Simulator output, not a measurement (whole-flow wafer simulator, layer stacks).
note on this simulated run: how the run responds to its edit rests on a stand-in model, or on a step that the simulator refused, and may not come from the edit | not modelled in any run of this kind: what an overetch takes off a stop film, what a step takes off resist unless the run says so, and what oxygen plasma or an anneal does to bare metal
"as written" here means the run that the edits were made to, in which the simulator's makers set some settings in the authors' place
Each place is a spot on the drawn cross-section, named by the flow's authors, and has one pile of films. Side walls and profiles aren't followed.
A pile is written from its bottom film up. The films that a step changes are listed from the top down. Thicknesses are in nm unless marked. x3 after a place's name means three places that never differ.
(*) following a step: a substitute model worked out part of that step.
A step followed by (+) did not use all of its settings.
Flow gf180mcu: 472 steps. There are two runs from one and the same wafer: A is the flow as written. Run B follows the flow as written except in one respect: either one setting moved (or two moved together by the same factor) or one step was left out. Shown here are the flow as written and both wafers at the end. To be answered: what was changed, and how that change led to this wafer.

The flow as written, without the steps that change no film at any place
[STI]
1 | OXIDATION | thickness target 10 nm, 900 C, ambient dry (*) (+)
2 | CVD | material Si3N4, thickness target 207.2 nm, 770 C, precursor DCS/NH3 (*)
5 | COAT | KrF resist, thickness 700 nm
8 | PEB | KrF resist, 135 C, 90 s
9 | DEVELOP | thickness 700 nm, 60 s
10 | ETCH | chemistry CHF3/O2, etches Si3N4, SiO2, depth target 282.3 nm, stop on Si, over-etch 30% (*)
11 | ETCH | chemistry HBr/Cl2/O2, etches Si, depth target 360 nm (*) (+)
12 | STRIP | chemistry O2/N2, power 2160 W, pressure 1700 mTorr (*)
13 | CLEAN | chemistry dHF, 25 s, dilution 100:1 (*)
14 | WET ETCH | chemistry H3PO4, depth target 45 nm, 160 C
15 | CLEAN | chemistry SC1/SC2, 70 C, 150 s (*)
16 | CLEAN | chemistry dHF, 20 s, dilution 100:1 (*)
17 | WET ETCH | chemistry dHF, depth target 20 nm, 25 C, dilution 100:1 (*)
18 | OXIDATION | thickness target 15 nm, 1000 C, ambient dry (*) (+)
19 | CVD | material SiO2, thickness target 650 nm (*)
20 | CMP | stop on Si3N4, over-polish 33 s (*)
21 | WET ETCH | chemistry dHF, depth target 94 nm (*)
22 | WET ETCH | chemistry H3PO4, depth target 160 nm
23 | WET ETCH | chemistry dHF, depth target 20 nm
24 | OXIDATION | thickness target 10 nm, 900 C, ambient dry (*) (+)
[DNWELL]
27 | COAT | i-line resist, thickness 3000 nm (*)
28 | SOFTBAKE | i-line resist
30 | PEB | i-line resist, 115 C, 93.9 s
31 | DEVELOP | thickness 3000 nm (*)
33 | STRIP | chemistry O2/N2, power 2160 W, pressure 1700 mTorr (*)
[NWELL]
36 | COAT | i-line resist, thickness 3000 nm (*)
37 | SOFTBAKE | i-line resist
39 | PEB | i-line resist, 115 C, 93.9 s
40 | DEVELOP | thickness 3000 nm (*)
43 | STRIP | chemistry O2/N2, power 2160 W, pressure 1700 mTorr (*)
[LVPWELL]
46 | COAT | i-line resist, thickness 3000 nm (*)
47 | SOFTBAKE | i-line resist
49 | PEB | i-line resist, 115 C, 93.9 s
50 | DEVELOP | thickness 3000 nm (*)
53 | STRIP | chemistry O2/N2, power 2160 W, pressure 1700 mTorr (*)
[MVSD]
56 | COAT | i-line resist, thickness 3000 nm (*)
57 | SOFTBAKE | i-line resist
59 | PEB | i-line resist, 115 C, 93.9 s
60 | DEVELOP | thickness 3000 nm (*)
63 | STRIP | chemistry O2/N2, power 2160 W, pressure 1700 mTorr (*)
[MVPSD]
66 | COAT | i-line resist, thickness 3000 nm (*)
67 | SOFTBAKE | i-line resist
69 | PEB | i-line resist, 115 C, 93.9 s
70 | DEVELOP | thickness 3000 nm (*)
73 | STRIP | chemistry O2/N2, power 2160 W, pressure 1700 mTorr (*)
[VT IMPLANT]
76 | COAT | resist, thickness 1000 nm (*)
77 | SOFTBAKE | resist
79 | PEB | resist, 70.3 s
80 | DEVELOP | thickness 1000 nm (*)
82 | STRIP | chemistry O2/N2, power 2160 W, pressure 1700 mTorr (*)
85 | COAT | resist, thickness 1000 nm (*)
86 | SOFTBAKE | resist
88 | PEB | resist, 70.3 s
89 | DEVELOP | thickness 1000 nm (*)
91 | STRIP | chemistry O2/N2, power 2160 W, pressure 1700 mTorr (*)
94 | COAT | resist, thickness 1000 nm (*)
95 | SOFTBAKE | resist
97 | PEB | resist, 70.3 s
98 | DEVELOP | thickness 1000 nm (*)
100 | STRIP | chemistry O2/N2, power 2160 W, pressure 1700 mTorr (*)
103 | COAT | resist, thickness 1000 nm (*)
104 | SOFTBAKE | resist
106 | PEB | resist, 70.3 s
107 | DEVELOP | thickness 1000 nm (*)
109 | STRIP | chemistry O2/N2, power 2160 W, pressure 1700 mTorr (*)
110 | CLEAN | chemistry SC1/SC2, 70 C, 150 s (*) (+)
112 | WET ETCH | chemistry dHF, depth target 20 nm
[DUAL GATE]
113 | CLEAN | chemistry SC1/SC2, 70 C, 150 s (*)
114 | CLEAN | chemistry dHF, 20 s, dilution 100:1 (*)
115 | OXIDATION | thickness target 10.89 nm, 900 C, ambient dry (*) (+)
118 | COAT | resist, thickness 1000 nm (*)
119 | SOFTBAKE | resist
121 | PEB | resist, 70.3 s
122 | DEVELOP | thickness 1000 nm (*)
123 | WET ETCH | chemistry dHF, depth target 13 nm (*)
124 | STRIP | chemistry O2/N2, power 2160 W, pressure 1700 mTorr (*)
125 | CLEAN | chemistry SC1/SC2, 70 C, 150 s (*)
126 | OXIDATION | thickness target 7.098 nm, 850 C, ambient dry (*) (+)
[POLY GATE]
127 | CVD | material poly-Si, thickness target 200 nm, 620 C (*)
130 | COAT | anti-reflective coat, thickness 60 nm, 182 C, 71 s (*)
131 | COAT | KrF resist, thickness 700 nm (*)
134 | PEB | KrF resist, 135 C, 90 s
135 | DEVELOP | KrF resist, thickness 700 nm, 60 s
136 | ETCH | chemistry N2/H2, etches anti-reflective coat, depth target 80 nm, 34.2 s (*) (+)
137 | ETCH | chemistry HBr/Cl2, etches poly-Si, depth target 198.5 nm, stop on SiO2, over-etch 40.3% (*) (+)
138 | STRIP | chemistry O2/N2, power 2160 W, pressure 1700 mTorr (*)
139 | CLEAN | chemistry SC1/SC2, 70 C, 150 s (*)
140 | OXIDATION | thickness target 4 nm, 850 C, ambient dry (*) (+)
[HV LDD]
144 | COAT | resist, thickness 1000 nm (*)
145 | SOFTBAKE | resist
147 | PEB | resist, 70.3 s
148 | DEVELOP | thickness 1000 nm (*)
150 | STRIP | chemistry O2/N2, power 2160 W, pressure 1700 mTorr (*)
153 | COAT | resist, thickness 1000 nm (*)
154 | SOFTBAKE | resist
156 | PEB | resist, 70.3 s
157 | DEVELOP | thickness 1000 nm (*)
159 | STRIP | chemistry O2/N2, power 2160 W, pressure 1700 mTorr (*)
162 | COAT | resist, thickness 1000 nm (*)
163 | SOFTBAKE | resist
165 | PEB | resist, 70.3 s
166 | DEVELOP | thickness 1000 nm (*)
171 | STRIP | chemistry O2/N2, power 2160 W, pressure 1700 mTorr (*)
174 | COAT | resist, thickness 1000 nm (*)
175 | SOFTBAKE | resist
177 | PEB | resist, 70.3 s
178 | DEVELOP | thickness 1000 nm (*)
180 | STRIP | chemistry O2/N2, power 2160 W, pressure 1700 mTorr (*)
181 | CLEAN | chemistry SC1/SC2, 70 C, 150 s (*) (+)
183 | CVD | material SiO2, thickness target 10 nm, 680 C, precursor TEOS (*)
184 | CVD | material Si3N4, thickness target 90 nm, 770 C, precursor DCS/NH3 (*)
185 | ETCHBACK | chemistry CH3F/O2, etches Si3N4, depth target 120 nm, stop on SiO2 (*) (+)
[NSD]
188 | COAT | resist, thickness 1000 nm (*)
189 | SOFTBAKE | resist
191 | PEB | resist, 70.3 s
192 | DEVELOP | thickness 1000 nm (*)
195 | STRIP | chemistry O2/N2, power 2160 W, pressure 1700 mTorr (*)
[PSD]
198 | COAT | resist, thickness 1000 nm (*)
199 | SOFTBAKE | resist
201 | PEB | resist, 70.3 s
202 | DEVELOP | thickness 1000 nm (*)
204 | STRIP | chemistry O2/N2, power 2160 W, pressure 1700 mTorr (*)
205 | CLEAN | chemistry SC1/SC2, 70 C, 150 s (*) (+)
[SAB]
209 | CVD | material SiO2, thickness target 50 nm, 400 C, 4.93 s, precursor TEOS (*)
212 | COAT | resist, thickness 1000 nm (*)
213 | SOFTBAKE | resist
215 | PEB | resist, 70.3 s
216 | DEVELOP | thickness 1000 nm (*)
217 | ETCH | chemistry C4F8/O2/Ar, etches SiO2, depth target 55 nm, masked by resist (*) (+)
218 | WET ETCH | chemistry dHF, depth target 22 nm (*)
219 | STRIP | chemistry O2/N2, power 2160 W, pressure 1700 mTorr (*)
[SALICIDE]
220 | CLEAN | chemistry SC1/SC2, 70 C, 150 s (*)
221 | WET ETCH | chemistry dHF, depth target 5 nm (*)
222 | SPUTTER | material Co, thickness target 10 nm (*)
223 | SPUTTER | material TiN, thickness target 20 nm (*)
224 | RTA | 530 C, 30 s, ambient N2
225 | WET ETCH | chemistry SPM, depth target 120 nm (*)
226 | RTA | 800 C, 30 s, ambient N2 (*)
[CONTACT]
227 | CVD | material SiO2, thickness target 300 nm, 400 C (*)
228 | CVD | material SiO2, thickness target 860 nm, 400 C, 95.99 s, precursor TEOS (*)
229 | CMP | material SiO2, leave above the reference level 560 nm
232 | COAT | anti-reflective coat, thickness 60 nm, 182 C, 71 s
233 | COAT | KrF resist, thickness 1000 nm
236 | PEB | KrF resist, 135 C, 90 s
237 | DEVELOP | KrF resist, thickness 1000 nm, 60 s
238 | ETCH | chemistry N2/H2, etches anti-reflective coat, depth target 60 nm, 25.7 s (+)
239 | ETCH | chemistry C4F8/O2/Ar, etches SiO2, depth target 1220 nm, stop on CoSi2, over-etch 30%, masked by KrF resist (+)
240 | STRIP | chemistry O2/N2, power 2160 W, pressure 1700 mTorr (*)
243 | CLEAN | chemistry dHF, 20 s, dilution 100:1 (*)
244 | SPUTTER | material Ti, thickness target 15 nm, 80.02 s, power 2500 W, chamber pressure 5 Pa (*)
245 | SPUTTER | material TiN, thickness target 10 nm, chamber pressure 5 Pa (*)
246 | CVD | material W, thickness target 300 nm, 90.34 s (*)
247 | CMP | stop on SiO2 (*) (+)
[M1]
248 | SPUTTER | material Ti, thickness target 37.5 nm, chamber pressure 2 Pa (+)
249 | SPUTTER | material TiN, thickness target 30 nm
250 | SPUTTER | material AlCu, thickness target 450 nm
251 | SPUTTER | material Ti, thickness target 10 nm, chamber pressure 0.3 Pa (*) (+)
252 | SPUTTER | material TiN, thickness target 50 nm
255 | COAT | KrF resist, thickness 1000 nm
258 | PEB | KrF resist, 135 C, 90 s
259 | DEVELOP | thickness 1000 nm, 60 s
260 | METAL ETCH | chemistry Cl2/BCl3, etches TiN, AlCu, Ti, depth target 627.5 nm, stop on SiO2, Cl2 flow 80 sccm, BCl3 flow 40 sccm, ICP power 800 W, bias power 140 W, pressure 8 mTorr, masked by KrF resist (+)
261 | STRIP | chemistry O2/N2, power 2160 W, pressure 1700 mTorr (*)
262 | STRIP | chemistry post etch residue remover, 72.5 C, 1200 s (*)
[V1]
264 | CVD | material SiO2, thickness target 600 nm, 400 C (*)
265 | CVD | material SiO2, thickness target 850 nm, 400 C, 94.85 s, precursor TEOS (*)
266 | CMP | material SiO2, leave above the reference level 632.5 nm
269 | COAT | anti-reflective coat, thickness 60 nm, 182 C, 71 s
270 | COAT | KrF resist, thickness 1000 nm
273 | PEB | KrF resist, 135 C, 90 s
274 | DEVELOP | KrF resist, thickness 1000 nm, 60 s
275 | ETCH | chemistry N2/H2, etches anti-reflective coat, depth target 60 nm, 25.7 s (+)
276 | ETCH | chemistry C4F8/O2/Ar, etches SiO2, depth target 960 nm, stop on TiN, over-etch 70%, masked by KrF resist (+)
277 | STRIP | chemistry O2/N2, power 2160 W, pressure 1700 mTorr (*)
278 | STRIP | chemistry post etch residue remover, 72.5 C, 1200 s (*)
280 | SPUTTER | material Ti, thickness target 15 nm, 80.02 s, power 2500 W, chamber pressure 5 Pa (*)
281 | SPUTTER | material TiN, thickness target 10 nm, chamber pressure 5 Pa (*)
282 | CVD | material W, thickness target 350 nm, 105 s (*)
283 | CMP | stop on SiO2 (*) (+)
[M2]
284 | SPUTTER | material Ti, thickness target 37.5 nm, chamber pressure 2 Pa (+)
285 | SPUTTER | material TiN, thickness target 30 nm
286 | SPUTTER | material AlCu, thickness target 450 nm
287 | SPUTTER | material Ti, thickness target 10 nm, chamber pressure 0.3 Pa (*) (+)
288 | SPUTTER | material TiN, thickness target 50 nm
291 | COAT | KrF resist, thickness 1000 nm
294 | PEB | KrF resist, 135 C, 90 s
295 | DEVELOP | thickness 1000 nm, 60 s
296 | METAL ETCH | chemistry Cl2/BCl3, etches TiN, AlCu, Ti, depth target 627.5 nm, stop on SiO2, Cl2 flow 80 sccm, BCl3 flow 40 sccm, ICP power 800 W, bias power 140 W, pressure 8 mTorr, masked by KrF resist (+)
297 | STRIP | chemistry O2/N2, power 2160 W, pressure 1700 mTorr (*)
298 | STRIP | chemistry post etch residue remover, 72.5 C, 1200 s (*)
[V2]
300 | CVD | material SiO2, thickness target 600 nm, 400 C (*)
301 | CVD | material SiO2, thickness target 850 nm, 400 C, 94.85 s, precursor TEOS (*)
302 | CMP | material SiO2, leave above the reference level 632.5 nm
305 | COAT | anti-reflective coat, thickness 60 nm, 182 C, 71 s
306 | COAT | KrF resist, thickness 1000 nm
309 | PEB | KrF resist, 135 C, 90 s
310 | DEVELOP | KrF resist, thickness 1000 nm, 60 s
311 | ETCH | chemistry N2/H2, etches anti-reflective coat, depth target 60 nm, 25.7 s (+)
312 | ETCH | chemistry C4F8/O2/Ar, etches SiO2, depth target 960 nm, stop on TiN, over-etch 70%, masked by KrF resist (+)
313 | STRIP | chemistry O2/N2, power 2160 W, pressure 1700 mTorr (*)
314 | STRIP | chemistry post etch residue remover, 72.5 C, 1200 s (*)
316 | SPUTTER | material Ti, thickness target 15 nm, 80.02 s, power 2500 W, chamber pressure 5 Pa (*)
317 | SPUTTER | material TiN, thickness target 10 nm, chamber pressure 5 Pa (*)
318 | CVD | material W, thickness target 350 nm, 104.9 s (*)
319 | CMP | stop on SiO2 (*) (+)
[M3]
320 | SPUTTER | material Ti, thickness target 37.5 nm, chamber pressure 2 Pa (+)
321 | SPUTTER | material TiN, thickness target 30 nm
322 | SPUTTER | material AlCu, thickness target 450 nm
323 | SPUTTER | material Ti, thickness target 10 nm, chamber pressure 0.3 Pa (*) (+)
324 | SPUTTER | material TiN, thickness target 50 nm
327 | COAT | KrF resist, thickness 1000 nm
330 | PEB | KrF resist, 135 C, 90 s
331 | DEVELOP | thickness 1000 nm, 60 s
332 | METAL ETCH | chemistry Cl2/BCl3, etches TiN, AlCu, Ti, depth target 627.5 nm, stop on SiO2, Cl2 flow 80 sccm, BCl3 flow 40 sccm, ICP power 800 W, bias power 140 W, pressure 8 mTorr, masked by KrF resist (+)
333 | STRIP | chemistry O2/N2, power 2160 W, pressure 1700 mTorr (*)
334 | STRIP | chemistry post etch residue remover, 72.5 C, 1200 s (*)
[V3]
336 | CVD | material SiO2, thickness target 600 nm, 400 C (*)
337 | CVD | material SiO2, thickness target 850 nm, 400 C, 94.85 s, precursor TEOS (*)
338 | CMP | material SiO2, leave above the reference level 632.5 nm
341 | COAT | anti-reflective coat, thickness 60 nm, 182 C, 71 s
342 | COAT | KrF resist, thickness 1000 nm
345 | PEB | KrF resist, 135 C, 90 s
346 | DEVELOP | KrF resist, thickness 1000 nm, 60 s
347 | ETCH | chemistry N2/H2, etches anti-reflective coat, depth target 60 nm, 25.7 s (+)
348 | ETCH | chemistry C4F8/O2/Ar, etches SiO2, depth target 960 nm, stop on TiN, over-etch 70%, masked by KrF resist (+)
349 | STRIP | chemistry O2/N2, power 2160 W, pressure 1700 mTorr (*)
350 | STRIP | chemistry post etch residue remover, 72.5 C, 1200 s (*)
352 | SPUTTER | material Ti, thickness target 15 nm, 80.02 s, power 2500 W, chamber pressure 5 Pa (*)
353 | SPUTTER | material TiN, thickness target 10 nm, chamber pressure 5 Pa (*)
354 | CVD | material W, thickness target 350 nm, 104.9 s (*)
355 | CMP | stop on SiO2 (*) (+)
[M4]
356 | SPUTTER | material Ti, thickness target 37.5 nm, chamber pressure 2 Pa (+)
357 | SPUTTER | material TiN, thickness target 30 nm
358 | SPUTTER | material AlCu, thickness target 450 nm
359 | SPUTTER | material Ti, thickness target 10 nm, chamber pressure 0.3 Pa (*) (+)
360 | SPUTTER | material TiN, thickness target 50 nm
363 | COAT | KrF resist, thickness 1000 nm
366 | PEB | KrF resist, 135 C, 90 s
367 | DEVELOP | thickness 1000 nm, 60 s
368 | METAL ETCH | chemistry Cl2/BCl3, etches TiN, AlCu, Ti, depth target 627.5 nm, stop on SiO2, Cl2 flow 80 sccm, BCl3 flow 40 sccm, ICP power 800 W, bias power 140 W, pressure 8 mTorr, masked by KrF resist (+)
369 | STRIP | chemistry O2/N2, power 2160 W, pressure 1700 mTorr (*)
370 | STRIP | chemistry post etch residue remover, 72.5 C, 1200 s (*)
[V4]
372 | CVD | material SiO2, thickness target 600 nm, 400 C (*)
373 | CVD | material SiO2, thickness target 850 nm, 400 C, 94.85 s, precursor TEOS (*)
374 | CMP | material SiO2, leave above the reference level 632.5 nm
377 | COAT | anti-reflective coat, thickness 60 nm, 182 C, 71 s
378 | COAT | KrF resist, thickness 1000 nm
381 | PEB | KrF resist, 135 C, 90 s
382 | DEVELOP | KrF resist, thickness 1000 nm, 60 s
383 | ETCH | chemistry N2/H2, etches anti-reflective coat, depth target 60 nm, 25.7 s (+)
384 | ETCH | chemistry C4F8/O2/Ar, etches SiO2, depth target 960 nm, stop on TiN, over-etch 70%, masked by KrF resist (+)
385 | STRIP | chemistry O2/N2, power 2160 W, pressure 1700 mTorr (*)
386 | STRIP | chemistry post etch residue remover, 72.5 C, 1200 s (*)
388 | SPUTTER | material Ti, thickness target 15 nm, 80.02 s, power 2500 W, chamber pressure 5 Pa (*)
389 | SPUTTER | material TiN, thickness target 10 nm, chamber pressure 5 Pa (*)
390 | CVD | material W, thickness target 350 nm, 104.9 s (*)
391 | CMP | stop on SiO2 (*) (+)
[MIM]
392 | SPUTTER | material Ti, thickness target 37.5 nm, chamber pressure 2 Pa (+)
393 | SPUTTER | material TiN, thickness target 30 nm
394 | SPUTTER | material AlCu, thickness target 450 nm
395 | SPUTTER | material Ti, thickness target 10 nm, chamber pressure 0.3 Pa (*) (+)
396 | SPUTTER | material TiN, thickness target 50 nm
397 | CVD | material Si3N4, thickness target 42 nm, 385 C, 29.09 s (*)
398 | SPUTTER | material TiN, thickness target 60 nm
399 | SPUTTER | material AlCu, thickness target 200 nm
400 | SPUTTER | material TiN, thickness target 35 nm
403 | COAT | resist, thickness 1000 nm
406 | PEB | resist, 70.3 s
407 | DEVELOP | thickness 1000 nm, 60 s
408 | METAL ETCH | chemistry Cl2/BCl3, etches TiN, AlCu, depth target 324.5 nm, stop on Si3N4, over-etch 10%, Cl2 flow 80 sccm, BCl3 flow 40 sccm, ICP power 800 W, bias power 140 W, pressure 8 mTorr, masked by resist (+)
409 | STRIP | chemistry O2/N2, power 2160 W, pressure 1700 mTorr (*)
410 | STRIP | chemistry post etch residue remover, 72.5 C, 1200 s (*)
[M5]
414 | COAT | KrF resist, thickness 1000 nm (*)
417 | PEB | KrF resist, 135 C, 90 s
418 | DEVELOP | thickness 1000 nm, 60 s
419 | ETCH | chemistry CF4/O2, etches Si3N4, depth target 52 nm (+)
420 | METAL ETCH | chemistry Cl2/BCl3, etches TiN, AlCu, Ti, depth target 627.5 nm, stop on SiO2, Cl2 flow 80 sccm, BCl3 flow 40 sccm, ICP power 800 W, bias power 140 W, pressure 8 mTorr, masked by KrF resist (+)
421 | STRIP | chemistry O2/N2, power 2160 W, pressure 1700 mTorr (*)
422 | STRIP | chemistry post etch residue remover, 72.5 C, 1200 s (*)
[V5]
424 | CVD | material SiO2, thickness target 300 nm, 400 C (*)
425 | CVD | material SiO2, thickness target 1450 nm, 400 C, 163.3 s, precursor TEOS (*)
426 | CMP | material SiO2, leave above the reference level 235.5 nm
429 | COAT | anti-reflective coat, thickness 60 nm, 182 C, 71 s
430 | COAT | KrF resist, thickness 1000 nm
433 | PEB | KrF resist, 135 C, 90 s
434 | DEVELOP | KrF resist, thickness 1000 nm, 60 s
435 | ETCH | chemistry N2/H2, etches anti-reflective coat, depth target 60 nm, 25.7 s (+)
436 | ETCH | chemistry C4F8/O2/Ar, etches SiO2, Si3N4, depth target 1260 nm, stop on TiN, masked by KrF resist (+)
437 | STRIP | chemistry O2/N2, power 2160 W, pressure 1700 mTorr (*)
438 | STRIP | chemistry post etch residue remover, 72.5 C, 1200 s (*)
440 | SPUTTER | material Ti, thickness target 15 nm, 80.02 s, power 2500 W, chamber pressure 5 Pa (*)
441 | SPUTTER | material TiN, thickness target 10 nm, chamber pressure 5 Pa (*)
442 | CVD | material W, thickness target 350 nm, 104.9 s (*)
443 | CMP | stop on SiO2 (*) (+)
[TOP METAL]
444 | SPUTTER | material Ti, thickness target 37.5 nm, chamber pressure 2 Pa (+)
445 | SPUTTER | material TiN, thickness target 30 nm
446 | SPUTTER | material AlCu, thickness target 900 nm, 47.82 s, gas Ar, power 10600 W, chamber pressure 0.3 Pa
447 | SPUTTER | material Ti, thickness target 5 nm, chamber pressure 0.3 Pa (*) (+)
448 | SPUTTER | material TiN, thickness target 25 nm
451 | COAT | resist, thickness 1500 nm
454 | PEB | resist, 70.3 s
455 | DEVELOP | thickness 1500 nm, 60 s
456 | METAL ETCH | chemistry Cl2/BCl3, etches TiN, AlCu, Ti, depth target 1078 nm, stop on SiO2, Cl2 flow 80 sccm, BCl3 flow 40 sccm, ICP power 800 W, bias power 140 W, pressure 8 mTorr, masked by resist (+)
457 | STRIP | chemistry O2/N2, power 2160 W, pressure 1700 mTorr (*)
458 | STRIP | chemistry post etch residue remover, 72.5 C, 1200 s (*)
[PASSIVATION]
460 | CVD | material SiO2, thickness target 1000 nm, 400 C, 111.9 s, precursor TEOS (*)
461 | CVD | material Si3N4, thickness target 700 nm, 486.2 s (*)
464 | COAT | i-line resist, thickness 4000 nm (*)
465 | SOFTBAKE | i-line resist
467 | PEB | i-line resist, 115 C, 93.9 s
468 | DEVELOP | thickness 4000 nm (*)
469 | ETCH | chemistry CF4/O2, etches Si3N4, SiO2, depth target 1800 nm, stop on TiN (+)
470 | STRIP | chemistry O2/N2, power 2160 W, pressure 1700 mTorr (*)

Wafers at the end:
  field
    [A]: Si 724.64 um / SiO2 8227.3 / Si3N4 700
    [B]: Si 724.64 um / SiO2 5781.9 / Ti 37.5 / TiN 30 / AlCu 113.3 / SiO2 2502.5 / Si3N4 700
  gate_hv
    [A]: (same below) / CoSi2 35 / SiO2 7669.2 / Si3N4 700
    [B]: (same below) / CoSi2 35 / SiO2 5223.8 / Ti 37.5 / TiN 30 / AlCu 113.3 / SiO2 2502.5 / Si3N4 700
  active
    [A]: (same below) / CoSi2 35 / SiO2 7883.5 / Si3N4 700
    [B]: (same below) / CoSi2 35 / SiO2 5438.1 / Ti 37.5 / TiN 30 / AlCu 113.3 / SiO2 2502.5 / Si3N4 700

The reason: step 394, SPUTTER: thickness target 688 nm was run, while the flow as written has thickness target 450 nm.

How this came from the change, step by step:
  394 | SPUTTER | material AlCu, thickness target 450 nm
      field, field__w1, field__w2 and 108 more: A +450 AlCu (new film) | B +688 AlCu (new film)
  420 | METAL ETCH | chemistry Cl2/BCl3, etches TiN, AlCu, Ti, depth target 627.5 nm, stop on SiO2, Cl2 flow 80 sccm, BCl3 flow 40 sccm, ICP power 800 W, bias power 140 W, pressure 8 mTorr, masked by KrF resist (+)
      field, field__w1, field__w2 and 101 more: A -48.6 TiN (all of it), -10 Ti (all of it), -450 AlCu (all of it), -30 TiN (all of it), -37.5 Ti (all of it) | B -48.6 TiN (all of it), -10 Ti (all of it), -568.9 AlCu
  422 | STRIP | chemistry post etch residue remover, 72.5 C, 1200 s (*)
      field, field__w1, field__w2 and 101 more: A nothing | B -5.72 AlCu
  424 | CVD | material SiO2, thickness target 300 nm, 400 C (*)
      field, field__w1, field__w2 and 101 more: A +300 SiO2 | B +300 SiO2 (new film)
  426 | CMP | material SiO2, leave above the reference level 235.5 nm
      field, field__w1, field__w5 and 92 more: A -300.8 SiO2 | B -243.7 SiO2
      field__w2, field__w3, field__w12 and 6 more: A -272.7 SiO2 | B -212.9 SiO2
Taking metal films that touch as one body, field has 1 body; the flow as written gives 0 bodies.
Taking metal films that touch as one body, gate_hv has 2 bodies (between them, from the top down: SiO2 5223.8); the flow as written gives 1 body.
Taking metal films that touch as one body, active has 2 bodies (between them, from the top down: SiO2 5438.1); the flow as written gives 1 body.
